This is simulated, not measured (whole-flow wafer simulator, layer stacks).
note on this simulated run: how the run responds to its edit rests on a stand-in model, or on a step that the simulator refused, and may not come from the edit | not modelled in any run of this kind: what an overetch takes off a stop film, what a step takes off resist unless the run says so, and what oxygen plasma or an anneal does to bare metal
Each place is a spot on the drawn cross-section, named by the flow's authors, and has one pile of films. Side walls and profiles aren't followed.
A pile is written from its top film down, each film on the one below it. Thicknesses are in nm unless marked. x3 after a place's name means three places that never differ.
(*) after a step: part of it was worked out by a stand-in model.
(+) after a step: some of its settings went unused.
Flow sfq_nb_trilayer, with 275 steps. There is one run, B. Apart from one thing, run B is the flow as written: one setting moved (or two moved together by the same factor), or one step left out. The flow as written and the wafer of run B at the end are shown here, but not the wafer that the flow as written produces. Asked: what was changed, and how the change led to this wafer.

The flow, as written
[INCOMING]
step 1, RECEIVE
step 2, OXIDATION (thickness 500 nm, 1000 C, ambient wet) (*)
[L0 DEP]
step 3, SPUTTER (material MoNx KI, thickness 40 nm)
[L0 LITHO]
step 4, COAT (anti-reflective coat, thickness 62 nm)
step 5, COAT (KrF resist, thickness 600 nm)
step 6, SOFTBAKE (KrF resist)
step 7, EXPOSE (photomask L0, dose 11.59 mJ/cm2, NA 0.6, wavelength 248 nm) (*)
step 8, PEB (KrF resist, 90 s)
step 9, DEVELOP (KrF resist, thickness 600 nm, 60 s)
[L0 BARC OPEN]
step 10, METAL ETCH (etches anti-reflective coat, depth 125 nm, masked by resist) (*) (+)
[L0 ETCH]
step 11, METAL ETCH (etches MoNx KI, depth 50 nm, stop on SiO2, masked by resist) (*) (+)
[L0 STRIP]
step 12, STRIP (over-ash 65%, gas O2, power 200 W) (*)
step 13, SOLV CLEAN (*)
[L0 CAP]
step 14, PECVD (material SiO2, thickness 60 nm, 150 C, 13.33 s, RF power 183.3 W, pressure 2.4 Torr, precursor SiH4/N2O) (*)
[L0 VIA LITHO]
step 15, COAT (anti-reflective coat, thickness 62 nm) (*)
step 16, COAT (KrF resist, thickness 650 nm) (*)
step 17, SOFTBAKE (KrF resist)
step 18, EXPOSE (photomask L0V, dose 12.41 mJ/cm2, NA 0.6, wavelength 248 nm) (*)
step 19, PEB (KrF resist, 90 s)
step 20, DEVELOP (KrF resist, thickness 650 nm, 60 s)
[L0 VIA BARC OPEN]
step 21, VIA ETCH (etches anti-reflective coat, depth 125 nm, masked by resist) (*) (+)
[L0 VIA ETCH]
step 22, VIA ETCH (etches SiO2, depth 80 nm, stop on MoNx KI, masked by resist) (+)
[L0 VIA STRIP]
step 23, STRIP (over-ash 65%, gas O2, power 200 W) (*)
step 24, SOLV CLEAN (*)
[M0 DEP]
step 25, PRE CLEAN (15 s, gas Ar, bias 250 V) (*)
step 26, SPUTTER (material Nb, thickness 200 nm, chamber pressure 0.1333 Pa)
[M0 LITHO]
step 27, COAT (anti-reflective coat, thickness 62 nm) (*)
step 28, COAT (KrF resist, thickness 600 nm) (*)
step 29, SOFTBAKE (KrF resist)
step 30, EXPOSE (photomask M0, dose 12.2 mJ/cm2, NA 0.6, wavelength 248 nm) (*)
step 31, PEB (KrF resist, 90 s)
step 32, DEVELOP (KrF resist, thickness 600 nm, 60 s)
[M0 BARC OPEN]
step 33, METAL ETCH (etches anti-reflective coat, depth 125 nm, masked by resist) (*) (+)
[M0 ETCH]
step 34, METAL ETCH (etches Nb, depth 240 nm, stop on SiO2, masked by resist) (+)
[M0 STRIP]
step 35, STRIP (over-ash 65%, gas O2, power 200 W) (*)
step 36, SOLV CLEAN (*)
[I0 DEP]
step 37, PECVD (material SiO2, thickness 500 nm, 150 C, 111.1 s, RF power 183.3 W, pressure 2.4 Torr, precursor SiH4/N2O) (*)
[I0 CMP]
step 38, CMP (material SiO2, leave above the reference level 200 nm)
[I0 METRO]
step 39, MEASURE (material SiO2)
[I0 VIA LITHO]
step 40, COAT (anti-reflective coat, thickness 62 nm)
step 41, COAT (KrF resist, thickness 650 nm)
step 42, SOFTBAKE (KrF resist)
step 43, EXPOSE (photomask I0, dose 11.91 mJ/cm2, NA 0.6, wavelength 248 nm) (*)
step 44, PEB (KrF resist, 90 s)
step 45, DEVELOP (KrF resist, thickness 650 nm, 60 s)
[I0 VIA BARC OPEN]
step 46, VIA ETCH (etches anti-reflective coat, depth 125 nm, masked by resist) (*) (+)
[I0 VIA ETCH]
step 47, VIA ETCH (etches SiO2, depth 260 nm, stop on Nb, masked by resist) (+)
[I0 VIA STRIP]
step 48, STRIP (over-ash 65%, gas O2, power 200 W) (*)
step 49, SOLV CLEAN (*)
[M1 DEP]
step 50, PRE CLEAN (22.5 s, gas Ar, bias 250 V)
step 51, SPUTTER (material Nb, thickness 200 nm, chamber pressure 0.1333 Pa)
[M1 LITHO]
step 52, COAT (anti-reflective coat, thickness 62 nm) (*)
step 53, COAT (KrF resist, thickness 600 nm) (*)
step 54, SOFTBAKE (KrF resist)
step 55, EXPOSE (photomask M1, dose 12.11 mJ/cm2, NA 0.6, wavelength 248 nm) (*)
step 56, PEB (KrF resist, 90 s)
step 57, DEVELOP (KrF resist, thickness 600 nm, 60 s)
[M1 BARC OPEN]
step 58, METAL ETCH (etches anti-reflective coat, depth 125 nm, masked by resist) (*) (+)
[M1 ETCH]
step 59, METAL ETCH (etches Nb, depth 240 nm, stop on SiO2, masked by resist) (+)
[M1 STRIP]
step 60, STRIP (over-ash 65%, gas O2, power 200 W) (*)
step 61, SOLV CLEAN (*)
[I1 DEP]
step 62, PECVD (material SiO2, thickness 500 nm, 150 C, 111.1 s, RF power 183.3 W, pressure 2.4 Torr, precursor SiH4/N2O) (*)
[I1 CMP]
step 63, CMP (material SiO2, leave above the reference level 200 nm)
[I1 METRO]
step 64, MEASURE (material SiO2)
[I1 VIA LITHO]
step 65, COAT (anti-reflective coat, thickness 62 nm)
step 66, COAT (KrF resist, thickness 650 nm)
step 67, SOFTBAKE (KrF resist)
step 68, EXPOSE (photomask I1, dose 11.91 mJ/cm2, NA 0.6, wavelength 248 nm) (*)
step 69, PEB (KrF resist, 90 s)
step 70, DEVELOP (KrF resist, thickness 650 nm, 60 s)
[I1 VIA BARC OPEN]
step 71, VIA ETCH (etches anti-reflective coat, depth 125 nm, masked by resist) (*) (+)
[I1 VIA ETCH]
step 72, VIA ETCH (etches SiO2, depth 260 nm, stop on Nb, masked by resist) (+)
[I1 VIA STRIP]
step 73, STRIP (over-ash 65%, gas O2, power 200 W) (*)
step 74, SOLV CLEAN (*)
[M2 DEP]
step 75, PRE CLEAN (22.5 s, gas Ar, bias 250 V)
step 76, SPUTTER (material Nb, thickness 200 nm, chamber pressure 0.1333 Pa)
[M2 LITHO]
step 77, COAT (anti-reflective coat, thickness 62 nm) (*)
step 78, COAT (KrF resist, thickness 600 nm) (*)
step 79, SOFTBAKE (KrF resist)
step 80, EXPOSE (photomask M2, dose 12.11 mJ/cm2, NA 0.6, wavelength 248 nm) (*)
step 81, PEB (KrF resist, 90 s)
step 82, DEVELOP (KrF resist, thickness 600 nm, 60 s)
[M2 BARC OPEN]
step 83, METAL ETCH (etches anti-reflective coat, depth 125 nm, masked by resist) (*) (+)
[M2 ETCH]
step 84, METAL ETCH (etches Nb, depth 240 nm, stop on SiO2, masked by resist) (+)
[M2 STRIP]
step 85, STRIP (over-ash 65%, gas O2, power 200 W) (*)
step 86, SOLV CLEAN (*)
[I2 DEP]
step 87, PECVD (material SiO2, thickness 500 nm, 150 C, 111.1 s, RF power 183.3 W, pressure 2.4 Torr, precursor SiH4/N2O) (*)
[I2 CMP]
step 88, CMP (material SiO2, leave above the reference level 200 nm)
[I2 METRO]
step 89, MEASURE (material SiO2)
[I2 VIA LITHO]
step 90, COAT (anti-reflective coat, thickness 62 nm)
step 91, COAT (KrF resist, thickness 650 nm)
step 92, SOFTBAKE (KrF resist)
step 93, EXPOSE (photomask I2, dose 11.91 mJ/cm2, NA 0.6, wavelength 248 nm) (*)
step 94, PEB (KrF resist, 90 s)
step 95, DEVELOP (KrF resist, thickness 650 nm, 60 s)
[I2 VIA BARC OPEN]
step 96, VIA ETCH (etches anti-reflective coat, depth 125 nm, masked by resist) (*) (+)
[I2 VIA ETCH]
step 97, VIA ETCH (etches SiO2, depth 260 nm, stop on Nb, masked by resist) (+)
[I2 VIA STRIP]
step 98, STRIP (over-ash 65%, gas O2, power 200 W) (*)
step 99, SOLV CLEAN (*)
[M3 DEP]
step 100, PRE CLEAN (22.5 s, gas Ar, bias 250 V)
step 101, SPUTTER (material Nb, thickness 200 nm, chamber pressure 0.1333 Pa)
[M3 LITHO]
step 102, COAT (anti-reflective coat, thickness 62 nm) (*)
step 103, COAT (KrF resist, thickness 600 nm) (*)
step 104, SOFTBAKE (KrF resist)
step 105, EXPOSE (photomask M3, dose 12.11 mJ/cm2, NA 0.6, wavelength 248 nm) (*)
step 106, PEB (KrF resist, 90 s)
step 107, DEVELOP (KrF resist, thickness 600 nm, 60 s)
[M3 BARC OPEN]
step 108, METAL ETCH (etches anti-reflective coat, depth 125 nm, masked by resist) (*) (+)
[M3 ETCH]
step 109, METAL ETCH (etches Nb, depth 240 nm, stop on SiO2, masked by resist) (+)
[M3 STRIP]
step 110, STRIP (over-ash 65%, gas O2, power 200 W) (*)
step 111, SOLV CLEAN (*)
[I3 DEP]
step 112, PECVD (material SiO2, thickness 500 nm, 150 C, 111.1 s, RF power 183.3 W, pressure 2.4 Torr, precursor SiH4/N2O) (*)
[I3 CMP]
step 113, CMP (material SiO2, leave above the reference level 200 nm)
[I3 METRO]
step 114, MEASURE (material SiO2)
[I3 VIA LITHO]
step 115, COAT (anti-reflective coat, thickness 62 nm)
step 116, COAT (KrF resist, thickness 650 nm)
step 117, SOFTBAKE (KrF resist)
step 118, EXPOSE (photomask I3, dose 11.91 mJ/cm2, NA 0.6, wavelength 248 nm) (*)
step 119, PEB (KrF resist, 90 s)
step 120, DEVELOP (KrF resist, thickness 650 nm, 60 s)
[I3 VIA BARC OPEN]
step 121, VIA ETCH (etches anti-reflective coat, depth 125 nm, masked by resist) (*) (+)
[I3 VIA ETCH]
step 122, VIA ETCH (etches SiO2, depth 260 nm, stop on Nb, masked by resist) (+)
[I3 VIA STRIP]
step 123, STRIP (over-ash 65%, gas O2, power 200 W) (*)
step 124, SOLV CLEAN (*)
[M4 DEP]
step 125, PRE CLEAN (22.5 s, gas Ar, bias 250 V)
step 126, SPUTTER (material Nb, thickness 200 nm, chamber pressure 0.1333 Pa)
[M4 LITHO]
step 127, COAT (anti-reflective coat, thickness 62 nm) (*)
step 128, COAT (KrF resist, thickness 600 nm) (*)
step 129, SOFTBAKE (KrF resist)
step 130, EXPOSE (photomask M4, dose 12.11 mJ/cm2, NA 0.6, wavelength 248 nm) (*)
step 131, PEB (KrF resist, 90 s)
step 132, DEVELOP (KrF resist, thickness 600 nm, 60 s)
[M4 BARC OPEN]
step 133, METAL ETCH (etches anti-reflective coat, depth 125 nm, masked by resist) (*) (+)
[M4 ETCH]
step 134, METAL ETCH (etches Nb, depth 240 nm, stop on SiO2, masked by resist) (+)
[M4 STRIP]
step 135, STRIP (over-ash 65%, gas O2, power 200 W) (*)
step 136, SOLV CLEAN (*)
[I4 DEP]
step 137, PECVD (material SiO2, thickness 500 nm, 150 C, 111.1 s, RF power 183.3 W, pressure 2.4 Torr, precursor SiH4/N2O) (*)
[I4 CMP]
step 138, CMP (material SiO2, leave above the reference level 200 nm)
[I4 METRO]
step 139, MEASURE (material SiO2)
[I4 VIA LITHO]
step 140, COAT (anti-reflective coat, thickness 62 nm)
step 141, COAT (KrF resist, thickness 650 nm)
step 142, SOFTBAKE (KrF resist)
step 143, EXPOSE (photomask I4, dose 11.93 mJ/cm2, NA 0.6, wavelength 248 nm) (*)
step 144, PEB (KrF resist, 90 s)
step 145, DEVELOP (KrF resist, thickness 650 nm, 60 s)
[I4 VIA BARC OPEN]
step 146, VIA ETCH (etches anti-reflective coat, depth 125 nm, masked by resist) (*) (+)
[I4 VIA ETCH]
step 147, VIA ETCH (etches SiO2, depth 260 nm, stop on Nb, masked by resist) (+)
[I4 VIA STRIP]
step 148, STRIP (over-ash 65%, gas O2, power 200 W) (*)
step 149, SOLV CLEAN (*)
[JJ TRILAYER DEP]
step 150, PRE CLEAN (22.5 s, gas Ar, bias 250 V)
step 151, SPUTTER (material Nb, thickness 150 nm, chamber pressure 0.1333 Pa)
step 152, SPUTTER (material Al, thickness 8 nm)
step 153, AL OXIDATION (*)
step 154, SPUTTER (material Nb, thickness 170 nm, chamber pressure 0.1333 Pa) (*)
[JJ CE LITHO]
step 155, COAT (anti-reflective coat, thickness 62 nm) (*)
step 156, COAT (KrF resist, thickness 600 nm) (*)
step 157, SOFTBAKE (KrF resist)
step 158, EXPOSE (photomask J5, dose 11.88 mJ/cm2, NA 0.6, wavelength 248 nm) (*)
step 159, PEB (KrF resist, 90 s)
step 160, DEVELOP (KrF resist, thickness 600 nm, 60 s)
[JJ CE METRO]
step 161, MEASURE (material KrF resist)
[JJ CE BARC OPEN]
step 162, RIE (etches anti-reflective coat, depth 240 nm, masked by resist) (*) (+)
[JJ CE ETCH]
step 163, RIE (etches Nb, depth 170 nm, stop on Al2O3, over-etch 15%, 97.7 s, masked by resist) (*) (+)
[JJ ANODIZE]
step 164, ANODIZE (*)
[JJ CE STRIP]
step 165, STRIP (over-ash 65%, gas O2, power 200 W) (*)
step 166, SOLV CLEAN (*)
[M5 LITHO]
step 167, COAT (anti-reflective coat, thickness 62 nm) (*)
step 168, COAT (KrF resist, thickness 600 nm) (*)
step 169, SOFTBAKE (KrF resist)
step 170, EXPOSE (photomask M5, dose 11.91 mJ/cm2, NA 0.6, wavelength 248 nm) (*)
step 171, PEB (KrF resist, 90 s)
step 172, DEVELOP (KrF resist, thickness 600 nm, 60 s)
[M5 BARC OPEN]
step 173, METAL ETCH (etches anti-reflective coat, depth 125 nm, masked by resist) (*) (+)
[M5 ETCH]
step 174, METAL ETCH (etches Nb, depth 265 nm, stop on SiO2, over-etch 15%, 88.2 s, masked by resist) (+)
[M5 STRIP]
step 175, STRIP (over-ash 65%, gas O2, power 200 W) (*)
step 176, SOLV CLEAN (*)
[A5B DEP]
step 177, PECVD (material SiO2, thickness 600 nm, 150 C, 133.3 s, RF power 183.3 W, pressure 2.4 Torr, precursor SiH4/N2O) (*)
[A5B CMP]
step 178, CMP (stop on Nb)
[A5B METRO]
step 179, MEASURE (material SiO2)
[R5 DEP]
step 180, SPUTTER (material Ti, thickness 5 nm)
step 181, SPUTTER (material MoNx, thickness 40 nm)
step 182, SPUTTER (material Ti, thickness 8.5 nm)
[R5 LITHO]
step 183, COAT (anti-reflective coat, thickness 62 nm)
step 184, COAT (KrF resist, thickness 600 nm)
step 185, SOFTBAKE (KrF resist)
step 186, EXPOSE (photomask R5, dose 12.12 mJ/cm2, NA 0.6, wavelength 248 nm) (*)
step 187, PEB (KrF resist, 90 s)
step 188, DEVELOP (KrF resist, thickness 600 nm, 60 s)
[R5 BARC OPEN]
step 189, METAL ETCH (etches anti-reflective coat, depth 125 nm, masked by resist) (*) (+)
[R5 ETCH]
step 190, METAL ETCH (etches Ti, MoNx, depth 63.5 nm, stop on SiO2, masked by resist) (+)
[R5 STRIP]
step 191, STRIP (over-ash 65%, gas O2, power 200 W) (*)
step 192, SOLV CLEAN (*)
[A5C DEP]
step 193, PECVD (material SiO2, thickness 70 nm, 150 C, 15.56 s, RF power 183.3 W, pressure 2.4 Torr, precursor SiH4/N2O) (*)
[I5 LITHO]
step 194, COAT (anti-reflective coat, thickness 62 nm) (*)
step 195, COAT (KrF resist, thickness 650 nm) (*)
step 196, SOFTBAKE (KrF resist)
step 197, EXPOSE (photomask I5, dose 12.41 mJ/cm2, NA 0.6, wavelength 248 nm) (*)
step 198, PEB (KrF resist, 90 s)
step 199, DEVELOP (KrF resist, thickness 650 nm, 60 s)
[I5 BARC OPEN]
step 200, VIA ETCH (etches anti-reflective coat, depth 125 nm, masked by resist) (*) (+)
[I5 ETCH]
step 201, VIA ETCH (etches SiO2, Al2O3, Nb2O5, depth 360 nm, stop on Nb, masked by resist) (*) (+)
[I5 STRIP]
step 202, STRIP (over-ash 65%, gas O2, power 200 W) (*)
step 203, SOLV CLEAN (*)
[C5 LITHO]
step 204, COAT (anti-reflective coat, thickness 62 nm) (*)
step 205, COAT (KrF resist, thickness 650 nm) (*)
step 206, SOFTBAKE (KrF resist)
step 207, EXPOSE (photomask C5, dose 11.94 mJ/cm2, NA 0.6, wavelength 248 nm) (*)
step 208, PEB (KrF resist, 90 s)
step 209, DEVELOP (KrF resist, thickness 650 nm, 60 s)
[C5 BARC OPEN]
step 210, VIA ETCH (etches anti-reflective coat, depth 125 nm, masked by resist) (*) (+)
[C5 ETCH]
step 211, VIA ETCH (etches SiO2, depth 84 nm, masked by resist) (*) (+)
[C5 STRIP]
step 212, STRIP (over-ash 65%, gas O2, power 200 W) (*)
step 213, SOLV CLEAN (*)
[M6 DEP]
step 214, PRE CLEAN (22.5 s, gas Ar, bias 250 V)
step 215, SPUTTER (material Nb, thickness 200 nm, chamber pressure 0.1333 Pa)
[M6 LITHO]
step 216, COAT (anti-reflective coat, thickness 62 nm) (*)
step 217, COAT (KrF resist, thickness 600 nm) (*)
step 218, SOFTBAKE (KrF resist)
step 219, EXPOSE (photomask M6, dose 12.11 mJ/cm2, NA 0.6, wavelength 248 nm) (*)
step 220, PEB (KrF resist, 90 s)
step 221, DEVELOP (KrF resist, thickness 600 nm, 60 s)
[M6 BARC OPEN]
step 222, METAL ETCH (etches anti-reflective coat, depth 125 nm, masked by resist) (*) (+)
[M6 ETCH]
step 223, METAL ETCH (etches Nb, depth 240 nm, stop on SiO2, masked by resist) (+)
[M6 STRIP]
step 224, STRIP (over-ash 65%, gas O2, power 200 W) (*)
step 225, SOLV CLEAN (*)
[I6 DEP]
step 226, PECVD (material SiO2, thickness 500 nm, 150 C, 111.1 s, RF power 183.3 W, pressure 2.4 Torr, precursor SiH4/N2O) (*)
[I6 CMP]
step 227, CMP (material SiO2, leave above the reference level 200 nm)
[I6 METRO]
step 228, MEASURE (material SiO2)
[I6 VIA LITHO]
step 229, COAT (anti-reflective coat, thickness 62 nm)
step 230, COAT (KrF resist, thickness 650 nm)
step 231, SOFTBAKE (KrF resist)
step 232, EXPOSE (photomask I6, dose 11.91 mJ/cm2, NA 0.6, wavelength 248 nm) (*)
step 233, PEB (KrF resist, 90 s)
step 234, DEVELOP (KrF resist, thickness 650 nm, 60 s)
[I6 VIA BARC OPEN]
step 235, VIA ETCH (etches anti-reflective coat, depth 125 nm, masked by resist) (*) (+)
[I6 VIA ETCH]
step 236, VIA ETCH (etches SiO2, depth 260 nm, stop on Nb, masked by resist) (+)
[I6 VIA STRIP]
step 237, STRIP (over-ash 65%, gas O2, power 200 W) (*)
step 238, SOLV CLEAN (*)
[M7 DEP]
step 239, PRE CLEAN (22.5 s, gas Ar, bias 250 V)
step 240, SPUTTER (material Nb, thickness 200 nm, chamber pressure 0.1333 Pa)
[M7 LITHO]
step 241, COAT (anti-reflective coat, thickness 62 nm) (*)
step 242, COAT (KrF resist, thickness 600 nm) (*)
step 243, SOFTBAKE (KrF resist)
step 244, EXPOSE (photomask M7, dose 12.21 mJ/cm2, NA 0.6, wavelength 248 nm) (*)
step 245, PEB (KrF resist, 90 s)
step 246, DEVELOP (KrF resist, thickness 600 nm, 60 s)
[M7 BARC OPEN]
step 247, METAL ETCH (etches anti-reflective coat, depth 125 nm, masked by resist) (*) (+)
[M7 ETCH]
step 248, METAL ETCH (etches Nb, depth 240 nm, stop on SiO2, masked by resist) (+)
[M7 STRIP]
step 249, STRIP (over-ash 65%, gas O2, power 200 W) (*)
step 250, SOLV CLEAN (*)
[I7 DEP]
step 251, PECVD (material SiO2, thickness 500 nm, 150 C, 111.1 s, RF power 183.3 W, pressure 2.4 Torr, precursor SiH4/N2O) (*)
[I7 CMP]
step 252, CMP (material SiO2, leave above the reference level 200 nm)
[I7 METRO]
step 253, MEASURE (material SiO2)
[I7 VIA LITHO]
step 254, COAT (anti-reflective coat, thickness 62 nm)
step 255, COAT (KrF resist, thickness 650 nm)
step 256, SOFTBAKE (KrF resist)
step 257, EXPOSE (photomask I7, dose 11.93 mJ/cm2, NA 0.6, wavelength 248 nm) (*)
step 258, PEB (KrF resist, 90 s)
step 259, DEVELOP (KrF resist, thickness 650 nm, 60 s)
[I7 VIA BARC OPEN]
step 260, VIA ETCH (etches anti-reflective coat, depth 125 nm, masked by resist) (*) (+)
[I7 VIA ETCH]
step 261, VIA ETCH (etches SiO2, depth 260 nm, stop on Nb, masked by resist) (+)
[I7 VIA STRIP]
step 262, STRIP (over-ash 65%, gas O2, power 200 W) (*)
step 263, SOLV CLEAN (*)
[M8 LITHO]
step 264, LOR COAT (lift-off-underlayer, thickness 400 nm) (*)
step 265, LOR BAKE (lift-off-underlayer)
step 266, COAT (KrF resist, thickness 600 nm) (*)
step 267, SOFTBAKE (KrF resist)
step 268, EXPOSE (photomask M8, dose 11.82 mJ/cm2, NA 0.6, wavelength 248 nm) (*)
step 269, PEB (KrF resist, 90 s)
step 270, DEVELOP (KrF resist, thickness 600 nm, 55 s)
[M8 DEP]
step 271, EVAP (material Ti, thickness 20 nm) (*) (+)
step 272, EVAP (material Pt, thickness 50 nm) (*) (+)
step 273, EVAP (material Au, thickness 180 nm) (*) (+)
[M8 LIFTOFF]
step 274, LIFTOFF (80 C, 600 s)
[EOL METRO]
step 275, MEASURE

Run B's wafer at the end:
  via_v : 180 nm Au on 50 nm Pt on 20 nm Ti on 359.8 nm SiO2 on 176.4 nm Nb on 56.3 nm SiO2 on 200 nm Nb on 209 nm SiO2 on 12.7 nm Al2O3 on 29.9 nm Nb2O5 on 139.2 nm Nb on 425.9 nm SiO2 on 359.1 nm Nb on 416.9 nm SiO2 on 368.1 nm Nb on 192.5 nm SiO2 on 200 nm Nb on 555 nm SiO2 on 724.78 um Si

Cause: step 236, VIA ETCH: depth 136 nm was run, though the flow has depth 260 nm.

The path from the change to this, step by step:
  step 236, VIA ETCH (etches SiO2, depth 260 nm, stop on Nb, masked by resist) (+)
      via_v: -136 SiO2 (as written it would have been: -199.8 SiO2 (all of it))
      field_l, v_sur, via_wl and 102 more: -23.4 KrF resist (as written it would have been: -44.8 KrF resist)
  step 237, STRIP (over-ash 65%, gas O2, power 200 W) (*)
      field_l, v_sur, via_wl and 102 more: -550 KrF resist (all of it), -62 anti-reflective coat (all of it) (as written it would have been: -528.6 KrF resist (all of it), -62 anti-reflective coat (all of it))
  step 239, PRE CLEAN (22.5 s, gas Ar, bias 250 V)
      via_v: -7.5 SiO2 (as written it would have been: -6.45 Nb)
  step 240, SPUTTER (material Nb, thickness 200 nm, chamber pressure 0.1333 Pa)
      via_v: +176.4 Nb (new film) (as written it would have been: +161.1 Nb)
  step 241, COAT (anti-reflective coat, thickness 62 nm) (*)
      via_sp: +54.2 anti-reflective coat (new film) (as written it would have been: +53.1 anti-reflective coat (new film))
      via_v: +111 anti-reflective coat (new film) (as written it would have been: +126 anti-reflective coat (new film))
      (also at 1 further place)
  step 242, COAT (KrF resist, thickness 600 nm) (*)
      via_v: +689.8 KrF resist (new film) (as written it would have been: +742.5 KrF resist (new film))
  step 249, STRIP (over-ash 65%, gas O2, power 200 W) (*)
      via_sp: -378 KrF resist (all of it), -54.2 anti-reflective coat (all of it) (as written it would have been: -373.6 KrF resist (all of it), -53.1 anti-reflective coat (all of it))
      via_v: -472 KrF resist (all of it), -111 anti-reflective coat (all of it) (as written it would have been: -524.5 KrF resist (all of it), -126 anti-reflective coat (all of it))
      (also at 1 further place)
  step 251, PECVD (material SiO2, thickness 500 nm, 150 C, 111.1 s, RF power 183.3 W, pressure 2.4 Torr, precursor SiH4/N2O) (*)
      via_v: +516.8 SiO2 (new film) (as written it would have been: +621 SiO2 (new film))
  step 252, CMP (material SiO2, leave above the reference level 200 nm)
      via_v: -157.1 SiO2 (as written it would have been: -183.1 SiO2)
Taking metal films that touch as one body, via_v has 7 bodies (between them, from the top down: SiO2 359.8; SiO2 56.3; SiO2 209 / Al2O3 12.7 / Nb2O5 29.9; SiO2 425.9; SiO2 416.9; SiO2 192.5); the flow as written gives 6 bodies (between them, from the top down: SiO2 437.8; SiO2 209 / Al2O3 12.7 / Nb2O5 29.9; SiO2 425.9; SiO2 416.9; SiO2 192.5).
